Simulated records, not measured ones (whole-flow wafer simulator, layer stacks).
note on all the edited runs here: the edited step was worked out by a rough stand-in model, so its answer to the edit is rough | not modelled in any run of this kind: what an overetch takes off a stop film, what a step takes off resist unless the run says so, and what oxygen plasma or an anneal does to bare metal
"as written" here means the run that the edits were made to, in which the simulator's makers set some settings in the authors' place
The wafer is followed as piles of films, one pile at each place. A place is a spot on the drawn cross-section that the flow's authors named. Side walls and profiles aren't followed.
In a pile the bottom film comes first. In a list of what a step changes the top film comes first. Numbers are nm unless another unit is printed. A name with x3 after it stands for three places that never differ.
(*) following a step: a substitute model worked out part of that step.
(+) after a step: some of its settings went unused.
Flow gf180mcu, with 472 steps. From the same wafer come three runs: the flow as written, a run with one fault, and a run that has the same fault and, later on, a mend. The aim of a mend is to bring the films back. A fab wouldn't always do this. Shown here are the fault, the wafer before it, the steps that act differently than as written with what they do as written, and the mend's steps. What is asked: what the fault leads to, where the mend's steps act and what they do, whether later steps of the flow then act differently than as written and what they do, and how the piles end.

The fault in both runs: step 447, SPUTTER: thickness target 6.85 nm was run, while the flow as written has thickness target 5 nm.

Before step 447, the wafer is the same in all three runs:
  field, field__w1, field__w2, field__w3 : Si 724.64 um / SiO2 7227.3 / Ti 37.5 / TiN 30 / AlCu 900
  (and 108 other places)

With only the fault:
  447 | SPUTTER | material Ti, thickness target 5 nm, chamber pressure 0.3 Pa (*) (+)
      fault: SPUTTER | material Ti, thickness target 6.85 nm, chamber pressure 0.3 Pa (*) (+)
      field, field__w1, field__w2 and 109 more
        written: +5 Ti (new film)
        fault: +6.85 Ti (new film)
  Steps later in the flow that act otherwise than as written (not shown: 5 more steps that differ only slightly, by at most 2% or 0.5 nm, whichever is larger):
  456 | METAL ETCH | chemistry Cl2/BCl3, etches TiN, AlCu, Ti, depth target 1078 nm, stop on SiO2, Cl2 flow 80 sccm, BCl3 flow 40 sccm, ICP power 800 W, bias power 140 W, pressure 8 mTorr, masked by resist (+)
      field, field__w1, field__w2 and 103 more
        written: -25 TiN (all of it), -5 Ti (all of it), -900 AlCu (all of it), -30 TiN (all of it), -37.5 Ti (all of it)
        fault: -25 TiN (all of it), -6.85 Ti (all of it), -900 AlCu (all of it), -30 TiN (all of it), -37.5 Ti (all of it)
  By the end, the piles at field__w8, contact, m1, m1__w1, pad, m1_nw depart from the flow's by more than 2% or 0.5 nm, whichever is larger.
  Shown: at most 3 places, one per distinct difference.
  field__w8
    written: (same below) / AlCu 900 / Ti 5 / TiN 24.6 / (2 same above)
    fault: (same below) / AlCu 900 / Ti 6.85 / TiN 24.6 / (2 same above)
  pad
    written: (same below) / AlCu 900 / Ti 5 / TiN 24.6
    fault: (same below) / AlCu 900 / Ti 6.85 / TiN 24.6

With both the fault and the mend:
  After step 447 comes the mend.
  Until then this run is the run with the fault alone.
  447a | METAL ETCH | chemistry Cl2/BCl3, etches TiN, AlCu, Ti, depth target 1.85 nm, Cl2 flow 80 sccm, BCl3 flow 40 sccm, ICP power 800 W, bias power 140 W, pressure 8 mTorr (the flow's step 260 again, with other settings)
      field, field__w1, field__w2 and 109 more
        -1.85 Ti
  Every later step of the flow that is run acts as written at every place that is followed.
  The piles end the same as the flow's at every place that both follow.
